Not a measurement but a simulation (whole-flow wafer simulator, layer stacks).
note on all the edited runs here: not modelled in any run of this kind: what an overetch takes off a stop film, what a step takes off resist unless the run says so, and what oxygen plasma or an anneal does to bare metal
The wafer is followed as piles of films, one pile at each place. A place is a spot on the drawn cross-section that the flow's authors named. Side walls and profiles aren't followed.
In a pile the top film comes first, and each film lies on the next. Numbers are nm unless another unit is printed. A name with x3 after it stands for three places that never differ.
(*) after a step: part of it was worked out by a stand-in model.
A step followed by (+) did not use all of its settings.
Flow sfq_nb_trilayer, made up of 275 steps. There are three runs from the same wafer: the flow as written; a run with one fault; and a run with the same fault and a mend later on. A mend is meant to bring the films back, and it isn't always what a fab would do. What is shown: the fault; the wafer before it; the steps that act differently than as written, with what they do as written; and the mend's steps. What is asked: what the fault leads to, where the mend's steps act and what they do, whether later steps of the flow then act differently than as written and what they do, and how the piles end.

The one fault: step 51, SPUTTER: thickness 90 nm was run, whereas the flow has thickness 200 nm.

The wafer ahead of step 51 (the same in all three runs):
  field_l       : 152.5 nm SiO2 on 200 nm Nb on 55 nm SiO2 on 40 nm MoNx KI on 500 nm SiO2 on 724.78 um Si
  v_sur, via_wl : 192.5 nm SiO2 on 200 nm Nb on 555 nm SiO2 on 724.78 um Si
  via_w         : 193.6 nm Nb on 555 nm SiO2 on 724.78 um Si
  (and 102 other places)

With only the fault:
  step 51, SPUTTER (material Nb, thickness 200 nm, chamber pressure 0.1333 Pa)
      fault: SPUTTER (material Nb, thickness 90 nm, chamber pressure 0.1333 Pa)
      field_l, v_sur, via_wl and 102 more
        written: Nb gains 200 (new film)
        fault: Nb gains 90 (new film)
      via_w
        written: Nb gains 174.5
        fault: Nb gains 79.3
  Steps further on in the flow that do not act as written (3 other steps are not shown; they differ only slightly, by no more than 2% or 0.5 nm, whichever is larger):
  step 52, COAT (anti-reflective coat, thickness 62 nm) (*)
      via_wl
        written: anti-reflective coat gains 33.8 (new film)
        fault: anti-reflective coat gains 32 (new film)
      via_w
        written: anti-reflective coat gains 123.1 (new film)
        fault: anti-reflective coat gains 118.3 (new film)
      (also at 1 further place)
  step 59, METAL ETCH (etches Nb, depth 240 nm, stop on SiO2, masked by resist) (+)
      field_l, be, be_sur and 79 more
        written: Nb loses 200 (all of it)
        fault: Nb loses 90 (all of it)
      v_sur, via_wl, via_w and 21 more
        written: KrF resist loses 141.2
        fault: KrF resist loses 79.4
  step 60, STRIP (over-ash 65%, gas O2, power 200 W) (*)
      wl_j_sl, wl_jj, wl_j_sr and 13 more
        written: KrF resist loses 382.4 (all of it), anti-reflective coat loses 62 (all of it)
        fault: KrF resist loses 444.1 (all of it), anti-reflective coat loses 62 (all of it)
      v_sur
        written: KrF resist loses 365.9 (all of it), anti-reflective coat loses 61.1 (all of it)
        fault: KrF resist loses 429.8 (all of it), anti-reflective coat loses 60.6 (all of it)
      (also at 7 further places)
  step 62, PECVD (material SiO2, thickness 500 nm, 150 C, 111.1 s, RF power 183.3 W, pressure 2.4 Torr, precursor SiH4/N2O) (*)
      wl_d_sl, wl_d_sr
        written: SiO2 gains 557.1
        fault: SiO2 gains 500
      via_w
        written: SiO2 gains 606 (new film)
        fault: SiO2 gains 579.2 (new film)
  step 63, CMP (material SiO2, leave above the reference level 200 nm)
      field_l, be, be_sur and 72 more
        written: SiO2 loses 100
        fault: SiO2 loses 210
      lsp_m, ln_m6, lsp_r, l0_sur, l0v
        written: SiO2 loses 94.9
        fault: SiO2 loses 210
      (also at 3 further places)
  At field_l, v_sur, via_wl and 103 more, the piles at the end differ from the flow's by more than 2% or 0.5 nm, whichever is larger.
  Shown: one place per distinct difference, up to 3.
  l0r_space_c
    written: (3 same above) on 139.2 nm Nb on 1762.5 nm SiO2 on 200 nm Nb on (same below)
    fault: (3 same above) on 139.2 nm Nb on 1652.5 nm SiO2 on 200 nm Nb on (same below)
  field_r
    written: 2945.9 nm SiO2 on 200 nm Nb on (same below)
    fault: 2835.9 nm SiO2 on 200 nm Nb on (same below)
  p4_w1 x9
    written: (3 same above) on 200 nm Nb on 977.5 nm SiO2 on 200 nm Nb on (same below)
    fault: (3 same above) on 200 nm Nb on 867.5 nm SiO2 on 200 nm Nb on (same below)

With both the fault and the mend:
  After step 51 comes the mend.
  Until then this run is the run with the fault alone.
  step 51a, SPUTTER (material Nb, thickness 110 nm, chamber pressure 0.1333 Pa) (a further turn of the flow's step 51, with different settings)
      field_l, v_sur, via_wl and 102 more
        Nb gains 110
      via_w
        Nb gains 90.9
  Every later step of the flow that is run acts as written, at every place that is followed, to within 2% or 0.5 nm, whichever is larger.
  At the end the piles are close to the flow's at the places that both follow, differing by at most 2% or 0.5 nm, whichever is larger.
